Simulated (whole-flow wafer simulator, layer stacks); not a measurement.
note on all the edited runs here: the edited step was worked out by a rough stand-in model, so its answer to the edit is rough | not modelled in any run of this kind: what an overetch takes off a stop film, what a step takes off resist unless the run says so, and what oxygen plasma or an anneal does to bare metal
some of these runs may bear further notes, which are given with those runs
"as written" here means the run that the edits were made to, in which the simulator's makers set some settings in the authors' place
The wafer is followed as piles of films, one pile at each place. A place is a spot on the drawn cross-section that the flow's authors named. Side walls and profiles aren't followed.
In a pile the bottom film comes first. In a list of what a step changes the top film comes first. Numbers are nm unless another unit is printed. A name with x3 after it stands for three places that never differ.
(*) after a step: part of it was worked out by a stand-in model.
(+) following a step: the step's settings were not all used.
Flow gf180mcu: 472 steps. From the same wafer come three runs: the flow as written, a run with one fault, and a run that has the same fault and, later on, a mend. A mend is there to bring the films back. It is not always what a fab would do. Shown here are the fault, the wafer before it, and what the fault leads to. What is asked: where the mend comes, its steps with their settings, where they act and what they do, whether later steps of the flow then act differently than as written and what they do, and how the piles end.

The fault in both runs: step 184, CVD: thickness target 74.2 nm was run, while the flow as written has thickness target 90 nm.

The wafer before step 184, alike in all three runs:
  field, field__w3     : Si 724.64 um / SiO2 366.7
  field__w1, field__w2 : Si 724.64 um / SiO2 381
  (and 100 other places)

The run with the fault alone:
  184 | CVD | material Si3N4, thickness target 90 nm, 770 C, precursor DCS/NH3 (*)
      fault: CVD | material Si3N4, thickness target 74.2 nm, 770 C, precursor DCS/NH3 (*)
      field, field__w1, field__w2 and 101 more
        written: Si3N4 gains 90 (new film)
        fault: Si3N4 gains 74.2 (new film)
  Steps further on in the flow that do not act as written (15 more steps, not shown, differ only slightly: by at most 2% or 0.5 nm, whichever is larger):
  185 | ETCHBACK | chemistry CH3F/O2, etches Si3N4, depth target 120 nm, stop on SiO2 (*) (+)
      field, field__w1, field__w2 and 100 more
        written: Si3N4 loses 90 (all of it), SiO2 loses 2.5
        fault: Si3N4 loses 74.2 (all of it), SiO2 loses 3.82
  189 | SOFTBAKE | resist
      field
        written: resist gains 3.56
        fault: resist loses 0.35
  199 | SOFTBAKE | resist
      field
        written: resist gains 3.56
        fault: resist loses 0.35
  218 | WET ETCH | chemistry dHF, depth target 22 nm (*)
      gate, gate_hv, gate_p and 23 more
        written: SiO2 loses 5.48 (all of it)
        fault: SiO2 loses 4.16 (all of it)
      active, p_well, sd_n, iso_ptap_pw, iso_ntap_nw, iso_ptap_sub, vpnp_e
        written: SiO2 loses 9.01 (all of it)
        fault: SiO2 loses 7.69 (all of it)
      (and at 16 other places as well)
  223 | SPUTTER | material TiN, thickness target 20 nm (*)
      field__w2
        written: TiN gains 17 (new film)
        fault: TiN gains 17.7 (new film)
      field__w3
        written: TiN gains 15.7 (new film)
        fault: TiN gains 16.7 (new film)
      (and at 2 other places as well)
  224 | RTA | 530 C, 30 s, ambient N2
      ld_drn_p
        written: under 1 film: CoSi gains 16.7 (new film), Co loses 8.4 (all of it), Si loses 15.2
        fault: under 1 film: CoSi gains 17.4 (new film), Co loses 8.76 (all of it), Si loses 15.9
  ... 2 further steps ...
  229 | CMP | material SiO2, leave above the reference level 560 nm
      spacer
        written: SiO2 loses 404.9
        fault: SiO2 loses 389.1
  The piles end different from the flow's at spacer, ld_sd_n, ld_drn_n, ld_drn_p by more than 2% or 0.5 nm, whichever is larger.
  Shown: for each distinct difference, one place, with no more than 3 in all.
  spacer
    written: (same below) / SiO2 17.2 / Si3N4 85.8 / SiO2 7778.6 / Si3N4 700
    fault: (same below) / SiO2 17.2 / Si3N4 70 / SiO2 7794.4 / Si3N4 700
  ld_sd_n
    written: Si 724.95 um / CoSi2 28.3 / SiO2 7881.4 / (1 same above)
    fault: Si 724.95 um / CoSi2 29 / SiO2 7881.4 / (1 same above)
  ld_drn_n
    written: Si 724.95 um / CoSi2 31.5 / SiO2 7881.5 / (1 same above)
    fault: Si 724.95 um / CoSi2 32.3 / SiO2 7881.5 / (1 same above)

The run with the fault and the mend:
  After step 184 comes the mend.
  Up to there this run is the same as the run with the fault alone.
  184a | CVD | material Si3N4, thickness target 15.8 nm, 770 C, precursor DCS/NH3 (*) (the flow's step 184, run once more with other settings)
      field, field__w1, field__w2 and 101 more
        Si3N4 gains 15.8
  Later steps of the flow that are run all act as written at every place that is followed, up to a difference of at most 2% or 0.5 nm, whichever is larger.
  By the end, the piles equal the flow's at every place that both follow.
